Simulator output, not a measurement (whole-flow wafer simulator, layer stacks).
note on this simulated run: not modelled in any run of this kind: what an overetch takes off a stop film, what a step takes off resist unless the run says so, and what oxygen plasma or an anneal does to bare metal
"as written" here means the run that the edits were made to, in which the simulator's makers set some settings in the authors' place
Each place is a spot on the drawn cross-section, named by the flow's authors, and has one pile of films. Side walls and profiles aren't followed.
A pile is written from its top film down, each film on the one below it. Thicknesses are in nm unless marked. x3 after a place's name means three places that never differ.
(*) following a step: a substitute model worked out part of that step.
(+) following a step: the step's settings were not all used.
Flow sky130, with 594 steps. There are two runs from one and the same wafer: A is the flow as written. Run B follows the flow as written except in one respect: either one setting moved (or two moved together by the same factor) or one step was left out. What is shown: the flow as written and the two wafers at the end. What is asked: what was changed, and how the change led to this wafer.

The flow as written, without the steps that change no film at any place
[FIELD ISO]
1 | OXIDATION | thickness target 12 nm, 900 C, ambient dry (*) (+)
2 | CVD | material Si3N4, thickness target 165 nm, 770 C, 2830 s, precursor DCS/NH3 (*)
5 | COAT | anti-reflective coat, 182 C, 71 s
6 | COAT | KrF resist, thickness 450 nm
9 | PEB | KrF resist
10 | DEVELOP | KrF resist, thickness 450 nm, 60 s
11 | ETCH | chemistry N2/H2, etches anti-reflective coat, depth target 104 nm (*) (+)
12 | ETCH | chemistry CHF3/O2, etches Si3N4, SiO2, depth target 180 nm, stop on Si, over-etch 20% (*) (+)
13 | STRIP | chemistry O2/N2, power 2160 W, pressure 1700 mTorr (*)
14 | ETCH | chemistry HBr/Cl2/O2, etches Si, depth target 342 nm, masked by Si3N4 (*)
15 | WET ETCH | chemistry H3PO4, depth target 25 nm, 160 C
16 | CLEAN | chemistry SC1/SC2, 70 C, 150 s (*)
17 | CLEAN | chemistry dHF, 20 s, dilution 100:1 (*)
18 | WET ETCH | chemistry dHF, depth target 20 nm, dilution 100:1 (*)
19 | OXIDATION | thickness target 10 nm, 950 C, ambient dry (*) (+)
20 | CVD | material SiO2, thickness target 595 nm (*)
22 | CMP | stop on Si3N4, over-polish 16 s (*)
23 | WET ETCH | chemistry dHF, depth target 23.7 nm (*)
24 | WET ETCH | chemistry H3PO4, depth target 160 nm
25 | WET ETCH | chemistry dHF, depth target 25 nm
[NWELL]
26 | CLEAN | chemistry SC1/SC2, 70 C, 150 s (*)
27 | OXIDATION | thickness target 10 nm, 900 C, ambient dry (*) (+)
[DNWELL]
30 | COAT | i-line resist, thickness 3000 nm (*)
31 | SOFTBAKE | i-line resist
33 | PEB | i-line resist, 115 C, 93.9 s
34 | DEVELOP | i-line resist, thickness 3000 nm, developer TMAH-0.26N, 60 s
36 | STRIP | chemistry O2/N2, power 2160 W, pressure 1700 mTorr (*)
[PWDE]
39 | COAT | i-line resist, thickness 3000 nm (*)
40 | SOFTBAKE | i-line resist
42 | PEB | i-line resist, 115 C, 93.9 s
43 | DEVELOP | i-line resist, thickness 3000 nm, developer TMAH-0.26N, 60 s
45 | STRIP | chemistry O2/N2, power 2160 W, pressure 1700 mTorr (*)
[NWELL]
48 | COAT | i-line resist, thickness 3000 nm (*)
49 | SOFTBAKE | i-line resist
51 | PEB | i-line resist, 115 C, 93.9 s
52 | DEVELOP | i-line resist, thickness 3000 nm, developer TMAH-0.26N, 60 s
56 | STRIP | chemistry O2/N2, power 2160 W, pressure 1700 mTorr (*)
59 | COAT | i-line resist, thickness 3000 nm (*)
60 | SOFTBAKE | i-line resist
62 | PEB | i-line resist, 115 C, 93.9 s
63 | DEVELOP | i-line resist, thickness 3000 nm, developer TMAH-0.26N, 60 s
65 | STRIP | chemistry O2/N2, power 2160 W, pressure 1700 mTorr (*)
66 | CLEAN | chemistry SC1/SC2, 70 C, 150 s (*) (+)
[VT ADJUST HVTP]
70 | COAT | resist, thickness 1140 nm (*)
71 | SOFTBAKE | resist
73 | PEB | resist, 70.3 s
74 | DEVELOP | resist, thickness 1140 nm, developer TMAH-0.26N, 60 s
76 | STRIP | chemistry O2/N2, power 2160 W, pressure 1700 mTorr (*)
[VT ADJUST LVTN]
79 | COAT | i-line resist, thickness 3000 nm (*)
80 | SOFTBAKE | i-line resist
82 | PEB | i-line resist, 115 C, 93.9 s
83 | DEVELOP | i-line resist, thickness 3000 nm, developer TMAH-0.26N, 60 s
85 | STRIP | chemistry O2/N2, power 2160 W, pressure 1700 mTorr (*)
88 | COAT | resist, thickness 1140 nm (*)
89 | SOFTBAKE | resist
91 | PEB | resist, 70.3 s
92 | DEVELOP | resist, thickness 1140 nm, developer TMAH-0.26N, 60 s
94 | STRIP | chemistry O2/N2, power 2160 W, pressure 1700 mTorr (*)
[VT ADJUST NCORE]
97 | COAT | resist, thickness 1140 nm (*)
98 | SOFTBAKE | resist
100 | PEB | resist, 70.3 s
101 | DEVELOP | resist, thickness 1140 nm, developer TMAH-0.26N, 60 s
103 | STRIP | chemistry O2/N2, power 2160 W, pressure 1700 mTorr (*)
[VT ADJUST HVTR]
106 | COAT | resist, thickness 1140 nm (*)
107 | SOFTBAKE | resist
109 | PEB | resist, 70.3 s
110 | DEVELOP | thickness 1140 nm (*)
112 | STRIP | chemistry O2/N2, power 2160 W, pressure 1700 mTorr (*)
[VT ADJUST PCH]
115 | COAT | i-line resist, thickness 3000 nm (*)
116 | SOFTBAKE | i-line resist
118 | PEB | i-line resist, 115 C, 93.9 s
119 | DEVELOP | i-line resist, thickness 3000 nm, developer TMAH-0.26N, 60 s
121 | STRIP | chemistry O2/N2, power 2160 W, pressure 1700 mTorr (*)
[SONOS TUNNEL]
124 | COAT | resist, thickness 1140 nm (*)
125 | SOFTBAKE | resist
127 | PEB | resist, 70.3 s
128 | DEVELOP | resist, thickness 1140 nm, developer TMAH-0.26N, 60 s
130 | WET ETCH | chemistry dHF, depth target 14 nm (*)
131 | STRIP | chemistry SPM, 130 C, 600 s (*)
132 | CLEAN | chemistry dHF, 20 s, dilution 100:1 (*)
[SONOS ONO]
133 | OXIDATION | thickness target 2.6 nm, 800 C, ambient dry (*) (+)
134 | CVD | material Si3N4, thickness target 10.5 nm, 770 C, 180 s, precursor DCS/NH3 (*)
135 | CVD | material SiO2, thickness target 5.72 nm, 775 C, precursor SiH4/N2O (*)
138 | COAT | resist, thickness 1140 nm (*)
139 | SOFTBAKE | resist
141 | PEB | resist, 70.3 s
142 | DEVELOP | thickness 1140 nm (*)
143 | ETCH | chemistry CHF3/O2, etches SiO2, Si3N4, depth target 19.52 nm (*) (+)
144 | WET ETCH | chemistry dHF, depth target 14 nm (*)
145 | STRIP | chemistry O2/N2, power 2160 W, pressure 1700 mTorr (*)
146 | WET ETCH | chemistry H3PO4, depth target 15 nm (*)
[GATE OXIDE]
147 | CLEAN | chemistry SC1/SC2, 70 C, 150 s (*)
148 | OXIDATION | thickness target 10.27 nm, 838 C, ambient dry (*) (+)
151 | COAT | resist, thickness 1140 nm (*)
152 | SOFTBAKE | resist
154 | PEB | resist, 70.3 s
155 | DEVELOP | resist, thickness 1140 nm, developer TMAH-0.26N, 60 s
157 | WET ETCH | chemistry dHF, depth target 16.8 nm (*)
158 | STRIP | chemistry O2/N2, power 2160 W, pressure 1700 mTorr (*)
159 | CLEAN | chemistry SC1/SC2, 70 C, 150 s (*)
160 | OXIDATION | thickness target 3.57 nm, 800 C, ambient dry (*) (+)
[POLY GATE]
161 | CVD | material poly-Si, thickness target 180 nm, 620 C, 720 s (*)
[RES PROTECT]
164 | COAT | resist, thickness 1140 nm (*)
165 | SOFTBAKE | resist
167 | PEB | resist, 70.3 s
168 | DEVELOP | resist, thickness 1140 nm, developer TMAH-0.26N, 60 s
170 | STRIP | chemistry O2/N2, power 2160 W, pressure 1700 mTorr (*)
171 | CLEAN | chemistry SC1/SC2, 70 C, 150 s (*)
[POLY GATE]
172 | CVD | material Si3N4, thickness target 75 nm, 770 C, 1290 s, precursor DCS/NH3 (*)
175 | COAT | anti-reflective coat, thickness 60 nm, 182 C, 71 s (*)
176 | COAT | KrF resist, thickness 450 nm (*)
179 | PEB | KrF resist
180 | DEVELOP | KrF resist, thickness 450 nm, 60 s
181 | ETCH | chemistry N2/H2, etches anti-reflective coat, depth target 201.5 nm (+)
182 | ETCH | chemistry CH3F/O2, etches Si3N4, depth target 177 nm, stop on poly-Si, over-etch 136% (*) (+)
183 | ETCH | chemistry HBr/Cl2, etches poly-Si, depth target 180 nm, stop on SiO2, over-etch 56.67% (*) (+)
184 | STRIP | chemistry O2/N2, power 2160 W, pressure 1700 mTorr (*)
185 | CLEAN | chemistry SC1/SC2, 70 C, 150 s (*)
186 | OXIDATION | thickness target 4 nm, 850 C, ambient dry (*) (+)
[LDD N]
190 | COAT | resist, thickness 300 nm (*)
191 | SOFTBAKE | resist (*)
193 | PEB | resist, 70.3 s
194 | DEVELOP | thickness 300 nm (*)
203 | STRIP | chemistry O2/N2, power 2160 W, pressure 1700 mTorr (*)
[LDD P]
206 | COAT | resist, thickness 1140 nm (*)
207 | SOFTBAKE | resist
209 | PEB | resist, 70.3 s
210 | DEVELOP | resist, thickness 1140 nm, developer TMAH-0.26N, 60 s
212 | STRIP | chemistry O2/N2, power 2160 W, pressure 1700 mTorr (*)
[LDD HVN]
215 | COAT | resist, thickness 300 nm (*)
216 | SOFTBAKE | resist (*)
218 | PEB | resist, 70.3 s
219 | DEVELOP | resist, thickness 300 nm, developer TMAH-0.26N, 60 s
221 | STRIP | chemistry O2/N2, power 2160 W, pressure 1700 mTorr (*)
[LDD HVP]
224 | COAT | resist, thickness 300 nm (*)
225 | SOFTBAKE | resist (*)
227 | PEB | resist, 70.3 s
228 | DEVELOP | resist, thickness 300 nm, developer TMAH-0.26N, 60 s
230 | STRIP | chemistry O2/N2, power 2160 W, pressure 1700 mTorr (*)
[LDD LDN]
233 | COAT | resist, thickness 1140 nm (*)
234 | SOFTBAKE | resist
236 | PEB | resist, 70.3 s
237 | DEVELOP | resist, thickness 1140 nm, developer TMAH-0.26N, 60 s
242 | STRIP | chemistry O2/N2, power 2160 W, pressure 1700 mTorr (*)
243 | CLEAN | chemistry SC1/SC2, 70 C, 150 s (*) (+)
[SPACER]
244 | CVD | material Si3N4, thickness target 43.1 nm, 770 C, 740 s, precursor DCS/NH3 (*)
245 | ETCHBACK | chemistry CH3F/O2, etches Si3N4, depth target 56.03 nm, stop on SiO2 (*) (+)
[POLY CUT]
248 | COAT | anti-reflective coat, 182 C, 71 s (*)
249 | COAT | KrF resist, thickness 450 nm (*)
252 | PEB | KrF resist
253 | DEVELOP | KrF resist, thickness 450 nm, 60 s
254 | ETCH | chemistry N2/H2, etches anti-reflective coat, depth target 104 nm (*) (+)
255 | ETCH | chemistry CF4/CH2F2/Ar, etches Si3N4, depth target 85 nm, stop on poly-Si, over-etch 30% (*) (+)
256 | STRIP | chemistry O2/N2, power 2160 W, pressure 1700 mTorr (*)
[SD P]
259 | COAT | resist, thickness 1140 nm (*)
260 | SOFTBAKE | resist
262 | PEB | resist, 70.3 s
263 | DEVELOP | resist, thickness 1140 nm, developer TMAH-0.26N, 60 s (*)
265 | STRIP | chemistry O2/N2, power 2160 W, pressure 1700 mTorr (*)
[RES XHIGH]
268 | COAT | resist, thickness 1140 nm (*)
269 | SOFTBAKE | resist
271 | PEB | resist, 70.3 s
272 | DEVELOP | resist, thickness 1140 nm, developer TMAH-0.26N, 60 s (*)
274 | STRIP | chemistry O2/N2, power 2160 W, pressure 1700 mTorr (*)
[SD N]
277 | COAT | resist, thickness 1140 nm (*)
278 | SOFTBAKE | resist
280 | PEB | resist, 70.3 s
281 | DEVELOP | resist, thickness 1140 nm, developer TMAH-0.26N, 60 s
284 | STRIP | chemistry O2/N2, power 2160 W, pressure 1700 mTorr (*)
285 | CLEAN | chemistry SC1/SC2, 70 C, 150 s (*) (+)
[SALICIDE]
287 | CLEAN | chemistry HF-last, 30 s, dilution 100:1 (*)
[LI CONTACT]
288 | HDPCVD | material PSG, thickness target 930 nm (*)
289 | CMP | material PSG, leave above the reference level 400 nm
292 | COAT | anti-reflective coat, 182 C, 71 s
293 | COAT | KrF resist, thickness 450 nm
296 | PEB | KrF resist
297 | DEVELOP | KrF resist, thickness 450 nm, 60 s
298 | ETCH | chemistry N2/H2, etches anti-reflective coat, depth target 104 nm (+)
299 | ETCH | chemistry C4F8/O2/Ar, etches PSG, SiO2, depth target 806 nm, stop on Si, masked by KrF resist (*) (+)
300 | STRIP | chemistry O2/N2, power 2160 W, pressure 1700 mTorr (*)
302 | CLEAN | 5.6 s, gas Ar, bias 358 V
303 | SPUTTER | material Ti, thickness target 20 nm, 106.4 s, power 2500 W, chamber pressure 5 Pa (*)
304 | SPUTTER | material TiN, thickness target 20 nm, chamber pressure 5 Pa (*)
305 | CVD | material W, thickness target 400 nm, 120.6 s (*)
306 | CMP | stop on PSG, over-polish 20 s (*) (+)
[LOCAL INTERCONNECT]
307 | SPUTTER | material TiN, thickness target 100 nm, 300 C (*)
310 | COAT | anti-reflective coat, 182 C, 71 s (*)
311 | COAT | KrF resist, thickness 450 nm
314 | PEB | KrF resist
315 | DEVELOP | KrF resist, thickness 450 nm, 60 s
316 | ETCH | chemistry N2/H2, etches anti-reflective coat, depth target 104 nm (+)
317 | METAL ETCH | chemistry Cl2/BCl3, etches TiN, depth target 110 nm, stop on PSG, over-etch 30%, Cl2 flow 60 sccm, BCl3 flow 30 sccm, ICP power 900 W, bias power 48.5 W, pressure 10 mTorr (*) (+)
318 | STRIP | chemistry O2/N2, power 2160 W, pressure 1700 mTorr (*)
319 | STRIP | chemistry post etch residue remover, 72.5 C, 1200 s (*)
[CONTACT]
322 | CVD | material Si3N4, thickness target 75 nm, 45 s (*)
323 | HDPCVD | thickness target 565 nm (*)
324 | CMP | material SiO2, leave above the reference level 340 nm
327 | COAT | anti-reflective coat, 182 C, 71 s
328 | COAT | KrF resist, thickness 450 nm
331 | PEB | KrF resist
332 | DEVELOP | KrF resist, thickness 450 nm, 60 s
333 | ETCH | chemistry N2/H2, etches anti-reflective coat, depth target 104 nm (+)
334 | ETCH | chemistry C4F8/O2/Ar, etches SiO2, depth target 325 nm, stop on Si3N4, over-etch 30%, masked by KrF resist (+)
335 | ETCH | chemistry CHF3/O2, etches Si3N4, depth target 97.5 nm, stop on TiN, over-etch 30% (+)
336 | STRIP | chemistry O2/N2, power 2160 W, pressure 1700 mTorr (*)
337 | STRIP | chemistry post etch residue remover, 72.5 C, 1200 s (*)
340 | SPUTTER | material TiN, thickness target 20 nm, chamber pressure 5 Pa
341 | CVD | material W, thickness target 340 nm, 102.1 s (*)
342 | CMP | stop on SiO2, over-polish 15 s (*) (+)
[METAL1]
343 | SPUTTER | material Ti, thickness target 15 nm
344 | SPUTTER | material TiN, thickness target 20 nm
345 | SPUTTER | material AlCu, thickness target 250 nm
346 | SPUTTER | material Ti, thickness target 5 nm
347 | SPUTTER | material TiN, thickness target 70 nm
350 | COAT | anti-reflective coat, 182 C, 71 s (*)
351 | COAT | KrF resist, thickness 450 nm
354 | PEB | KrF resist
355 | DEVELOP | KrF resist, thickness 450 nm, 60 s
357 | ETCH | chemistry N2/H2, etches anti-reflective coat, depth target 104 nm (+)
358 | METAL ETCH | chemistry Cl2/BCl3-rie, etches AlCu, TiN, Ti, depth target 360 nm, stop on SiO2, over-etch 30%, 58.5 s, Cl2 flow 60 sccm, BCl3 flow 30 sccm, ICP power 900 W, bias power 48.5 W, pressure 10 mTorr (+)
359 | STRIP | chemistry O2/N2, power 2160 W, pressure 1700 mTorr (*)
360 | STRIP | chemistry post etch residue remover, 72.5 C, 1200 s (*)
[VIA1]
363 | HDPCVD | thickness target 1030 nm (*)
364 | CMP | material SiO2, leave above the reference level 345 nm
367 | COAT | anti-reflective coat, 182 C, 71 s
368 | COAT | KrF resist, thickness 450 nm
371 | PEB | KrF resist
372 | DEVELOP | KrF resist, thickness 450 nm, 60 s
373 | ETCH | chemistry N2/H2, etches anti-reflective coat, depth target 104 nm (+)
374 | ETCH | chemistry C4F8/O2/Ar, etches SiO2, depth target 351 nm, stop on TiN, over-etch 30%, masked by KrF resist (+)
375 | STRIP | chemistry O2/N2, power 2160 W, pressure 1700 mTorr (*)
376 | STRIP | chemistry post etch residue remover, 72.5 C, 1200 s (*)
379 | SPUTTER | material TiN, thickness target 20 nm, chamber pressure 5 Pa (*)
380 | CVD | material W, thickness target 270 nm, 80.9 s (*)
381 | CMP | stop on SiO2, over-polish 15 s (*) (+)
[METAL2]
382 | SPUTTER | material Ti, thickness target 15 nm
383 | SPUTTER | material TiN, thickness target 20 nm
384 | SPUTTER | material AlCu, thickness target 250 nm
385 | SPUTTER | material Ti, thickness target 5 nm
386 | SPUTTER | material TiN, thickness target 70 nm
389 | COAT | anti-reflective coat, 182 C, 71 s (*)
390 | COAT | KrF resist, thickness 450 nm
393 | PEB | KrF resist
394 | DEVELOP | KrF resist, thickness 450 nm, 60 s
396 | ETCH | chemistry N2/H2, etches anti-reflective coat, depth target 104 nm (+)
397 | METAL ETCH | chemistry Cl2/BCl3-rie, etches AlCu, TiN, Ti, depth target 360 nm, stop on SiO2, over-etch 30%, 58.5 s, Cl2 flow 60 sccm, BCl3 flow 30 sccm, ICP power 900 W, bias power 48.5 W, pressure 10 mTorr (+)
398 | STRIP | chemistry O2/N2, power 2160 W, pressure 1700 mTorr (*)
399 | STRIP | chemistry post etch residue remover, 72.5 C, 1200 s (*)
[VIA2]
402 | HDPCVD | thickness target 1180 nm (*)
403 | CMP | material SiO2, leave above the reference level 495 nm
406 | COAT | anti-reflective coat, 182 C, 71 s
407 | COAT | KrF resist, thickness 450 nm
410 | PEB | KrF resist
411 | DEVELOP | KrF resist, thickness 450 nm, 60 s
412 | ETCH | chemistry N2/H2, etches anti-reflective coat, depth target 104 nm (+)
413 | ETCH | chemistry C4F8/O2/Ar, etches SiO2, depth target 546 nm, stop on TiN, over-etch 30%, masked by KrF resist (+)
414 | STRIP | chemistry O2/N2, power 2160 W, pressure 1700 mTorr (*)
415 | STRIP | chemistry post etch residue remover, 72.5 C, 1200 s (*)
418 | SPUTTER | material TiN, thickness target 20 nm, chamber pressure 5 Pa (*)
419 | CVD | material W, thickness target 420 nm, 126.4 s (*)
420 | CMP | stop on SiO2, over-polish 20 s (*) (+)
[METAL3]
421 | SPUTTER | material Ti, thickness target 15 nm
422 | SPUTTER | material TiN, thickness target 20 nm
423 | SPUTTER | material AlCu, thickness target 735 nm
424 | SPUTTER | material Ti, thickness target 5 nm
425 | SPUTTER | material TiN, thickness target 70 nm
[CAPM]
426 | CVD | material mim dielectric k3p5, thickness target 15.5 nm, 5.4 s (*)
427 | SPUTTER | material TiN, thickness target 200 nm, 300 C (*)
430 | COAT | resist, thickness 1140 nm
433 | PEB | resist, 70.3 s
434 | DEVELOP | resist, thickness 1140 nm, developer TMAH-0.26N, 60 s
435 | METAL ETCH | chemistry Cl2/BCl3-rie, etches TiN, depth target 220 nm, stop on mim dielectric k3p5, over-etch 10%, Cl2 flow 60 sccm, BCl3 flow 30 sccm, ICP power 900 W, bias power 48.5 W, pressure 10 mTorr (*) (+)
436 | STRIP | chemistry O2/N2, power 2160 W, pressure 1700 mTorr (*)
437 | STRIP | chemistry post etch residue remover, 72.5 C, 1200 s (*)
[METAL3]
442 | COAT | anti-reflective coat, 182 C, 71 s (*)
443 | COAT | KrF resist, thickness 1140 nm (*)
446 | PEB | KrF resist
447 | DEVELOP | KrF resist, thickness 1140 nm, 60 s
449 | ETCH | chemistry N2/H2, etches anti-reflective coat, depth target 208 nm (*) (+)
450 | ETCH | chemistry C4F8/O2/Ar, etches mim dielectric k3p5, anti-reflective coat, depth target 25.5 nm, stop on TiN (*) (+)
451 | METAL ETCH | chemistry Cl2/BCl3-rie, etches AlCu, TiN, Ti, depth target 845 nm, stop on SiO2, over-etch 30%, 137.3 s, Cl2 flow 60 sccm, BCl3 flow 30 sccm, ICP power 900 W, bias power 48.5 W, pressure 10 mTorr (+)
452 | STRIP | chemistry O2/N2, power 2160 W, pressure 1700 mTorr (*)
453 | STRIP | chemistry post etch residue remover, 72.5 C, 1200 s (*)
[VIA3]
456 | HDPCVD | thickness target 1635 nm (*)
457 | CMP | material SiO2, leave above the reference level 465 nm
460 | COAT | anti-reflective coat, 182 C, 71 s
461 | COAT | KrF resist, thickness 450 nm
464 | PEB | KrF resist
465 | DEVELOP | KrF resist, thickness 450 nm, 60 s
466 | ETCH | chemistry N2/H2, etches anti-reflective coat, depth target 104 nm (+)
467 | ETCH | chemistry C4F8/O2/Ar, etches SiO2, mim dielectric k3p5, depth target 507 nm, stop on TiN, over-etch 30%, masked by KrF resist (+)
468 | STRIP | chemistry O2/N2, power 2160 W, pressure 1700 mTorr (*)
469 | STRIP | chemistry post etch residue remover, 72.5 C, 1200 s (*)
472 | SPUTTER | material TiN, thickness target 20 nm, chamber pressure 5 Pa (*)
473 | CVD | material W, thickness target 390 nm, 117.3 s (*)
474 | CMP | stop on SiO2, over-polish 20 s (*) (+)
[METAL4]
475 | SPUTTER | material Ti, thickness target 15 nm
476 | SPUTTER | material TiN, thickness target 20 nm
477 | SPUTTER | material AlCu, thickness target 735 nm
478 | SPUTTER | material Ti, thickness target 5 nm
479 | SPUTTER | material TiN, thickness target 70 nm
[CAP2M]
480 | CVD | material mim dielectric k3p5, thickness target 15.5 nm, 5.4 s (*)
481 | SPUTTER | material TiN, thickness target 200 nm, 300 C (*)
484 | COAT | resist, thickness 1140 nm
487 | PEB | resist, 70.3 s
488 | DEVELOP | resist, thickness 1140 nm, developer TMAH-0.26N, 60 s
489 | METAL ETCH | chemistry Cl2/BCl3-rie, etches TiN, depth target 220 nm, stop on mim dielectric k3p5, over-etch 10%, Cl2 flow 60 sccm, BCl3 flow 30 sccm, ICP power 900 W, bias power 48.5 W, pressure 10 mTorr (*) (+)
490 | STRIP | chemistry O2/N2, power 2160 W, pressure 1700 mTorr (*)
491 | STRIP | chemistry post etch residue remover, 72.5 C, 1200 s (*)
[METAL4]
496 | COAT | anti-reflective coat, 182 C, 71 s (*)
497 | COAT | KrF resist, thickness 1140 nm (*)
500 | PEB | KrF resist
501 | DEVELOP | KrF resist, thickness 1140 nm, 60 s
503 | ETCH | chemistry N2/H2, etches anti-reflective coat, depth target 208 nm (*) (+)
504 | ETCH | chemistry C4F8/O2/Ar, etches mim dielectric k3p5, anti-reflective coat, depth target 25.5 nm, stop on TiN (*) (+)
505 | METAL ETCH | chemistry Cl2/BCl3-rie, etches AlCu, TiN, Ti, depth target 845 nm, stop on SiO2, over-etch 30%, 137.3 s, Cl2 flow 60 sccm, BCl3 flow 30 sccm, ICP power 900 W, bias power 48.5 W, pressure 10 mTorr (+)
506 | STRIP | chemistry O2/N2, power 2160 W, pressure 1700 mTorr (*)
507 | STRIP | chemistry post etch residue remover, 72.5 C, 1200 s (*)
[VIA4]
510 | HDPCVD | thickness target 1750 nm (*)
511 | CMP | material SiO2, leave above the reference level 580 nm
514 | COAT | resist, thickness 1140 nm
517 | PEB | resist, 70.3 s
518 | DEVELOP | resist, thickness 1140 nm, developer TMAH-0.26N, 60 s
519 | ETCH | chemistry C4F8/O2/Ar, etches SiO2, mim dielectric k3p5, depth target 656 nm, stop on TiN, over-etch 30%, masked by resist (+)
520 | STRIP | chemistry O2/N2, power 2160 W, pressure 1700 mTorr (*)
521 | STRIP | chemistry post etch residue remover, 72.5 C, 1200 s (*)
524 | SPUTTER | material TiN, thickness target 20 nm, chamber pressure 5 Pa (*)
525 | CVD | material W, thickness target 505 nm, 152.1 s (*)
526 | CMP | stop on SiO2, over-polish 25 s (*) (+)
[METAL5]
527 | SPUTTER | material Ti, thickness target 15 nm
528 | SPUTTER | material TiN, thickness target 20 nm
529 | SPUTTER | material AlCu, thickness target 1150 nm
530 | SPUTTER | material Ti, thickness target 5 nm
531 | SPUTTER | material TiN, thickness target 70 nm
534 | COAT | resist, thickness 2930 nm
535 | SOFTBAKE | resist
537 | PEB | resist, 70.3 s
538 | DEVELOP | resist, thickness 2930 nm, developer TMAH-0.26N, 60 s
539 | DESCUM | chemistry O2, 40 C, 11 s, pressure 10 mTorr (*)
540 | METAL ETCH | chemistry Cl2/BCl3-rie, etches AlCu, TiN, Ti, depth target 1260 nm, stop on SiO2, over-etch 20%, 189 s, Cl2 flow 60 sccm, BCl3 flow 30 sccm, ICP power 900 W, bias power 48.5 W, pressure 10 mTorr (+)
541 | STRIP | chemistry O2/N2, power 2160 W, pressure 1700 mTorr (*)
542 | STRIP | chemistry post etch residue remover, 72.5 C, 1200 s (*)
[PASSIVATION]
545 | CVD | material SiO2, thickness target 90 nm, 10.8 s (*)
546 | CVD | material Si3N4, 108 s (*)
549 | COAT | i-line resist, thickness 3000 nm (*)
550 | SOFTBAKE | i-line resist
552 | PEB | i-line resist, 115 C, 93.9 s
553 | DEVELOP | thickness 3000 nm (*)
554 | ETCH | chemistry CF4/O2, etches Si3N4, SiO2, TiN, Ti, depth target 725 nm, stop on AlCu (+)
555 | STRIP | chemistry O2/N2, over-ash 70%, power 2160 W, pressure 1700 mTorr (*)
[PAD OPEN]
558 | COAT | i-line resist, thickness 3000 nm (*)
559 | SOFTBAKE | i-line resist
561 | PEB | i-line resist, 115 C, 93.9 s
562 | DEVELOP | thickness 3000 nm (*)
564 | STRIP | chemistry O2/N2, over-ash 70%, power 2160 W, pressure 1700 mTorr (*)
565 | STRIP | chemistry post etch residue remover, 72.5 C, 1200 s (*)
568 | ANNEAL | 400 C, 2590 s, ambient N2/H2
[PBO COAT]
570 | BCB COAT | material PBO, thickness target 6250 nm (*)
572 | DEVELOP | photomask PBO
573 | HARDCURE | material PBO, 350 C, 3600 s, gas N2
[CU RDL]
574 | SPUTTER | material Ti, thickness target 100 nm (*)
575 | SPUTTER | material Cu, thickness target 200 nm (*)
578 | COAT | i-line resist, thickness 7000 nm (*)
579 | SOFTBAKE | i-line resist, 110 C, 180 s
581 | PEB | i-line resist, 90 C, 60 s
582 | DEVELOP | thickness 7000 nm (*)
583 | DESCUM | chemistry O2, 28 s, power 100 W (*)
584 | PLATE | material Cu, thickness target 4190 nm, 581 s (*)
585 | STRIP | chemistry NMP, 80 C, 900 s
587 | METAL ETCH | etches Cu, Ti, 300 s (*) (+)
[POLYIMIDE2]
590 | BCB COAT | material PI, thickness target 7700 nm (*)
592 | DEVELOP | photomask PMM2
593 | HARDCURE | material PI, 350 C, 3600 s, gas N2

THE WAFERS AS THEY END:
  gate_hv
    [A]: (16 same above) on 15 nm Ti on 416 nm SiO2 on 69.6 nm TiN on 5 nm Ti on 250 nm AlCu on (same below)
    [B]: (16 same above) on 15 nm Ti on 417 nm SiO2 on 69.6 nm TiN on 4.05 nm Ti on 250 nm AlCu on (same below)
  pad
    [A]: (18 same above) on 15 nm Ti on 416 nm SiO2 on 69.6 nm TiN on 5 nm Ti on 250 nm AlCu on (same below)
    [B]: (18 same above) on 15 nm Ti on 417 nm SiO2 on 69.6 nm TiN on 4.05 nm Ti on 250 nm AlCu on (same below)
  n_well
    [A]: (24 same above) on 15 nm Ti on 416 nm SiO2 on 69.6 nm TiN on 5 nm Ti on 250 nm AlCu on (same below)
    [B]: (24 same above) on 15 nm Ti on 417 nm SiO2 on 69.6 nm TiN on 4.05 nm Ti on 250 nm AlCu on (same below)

The reason: step 385, SPUTTER: thickness target 4.05 nm was run, whereas the flow has thickness target 5 nm.
The wafer itself shows it: gate_hv has Ti 4.05, and step 385 as written asks for 5 nm.

Step by step, how the change led to this:
  385 | SPUTTER | material Ti, thickness target 5 nm
      field, active, n_well and 188 more: A +5 Ti (new film) | B +4.05 Ti (new film)
  397 | METAL ETCH | chemistry Cl2/BCl3-rie, etches AlCu, TiN, Ti, depth target 360 nm, stop on SiO2, over-etch 30%, 58.5 s, Cl2 flow 60 sccm, BCl3 flow 30 sccm, ICP power 900 W, bias power 48.5 W, pressure 10 mTorr (+)
      field, active, gate and 82 more: A -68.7 TiN (all of it), -5 Ti (all of it), -250 AlCu (all of it), -20 TiN (all of it), -15 Ti (all of it), -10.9 SiO2 | B -68.7 TiN (all of it), -4.05 Ti (all of it), -250 AlCu (all of it), -20 TiN (all of it), -15 Ti (all of it), -11 SiO2
